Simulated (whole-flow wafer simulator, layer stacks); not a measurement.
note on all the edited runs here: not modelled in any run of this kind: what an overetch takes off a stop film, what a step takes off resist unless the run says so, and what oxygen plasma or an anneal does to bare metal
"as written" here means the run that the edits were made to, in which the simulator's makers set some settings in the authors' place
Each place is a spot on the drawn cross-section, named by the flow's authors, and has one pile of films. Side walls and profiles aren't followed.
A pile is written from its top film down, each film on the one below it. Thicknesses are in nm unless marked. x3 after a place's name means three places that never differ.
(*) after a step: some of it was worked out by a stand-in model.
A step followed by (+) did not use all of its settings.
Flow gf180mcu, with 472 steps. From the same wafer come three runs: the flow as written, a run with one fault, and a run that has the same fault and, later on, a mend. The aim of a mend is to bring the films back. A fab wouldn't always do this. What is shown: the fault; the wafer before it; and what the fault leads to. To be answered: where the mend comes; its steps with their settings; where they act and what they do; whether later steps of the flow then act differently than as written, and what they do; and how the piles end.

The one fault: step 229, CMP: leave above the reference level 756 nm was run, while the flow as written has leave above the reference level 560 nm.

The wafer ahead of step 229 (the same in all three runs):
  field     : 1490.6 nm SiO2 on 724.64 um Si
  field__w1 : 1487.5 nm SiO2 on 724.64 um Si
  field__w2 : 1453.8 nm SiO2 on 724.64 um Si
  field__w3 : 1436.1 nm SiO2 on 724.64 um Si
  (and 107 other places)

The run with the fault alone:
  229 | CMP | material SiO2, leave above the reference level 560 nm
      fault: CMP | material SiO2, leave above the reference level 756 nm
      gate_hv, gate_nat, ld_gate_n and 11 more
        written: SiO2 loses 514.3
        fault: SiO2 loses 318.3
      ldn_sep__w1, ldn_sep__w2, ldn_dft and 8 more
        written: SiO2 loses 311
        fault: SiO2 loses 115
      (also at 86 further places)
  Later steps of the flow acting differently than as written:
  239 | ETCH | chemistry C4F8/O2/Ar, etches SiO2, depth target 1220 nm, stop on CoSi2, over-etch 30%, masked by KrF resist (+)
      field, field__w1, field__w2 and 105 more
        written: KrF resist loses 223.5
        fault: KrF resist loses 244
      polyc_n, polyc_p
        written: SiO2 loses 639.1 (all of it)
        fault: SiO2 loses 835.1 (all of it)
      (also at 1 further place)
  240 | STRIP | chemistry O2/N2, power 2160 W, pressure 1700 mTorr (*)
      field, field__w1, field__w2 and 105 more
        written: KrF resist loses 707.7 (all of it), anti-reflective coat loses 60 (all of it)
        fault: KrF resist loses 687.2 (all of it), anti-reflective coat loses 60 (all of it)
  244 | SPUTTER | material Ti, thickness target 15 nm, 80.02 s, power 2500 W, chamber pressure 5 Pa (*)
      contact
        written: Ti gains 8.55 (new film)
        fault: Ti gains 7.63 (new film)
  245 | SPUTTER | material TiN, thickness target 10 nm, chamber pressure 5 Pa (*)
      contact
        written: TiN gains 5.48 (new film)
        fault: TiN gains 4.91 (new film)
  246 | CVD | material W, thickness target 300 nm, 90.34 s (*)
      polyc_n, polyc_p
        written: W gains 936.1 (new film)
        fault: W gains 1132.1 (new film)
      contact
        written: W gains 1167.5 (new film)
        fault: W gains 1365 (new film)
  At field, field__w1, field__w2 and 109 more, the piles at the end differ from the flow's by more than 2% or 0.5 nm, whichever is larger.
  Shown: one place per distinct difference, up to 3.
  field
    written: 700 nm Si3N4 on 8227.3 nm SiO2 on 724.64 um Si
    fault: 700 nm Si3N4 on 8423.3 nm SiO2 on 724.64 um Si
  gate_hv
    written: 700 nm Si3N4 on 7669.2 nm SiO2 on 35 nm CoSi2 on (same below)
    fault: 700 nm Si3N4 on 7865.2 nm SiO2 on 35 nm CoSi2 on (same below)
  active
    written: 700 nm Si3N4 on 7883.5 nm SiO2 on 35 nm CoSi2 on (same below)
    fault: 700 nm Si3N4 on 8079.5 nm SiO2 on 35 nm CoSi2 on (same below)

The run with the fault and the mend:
  The mend follows step 229.
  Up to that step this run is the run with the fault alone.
  229a | CMP | material SiO2, leave above the reference level 560 nm (a further turn of the flow's step 229)
      field, field__w1, field__w2 and 108 more
        SiO2 loses 196
  Later steps of the flow that are run all act as written at every place that is followed.
  By the end, the piles equal the flow's at every place that both follow.
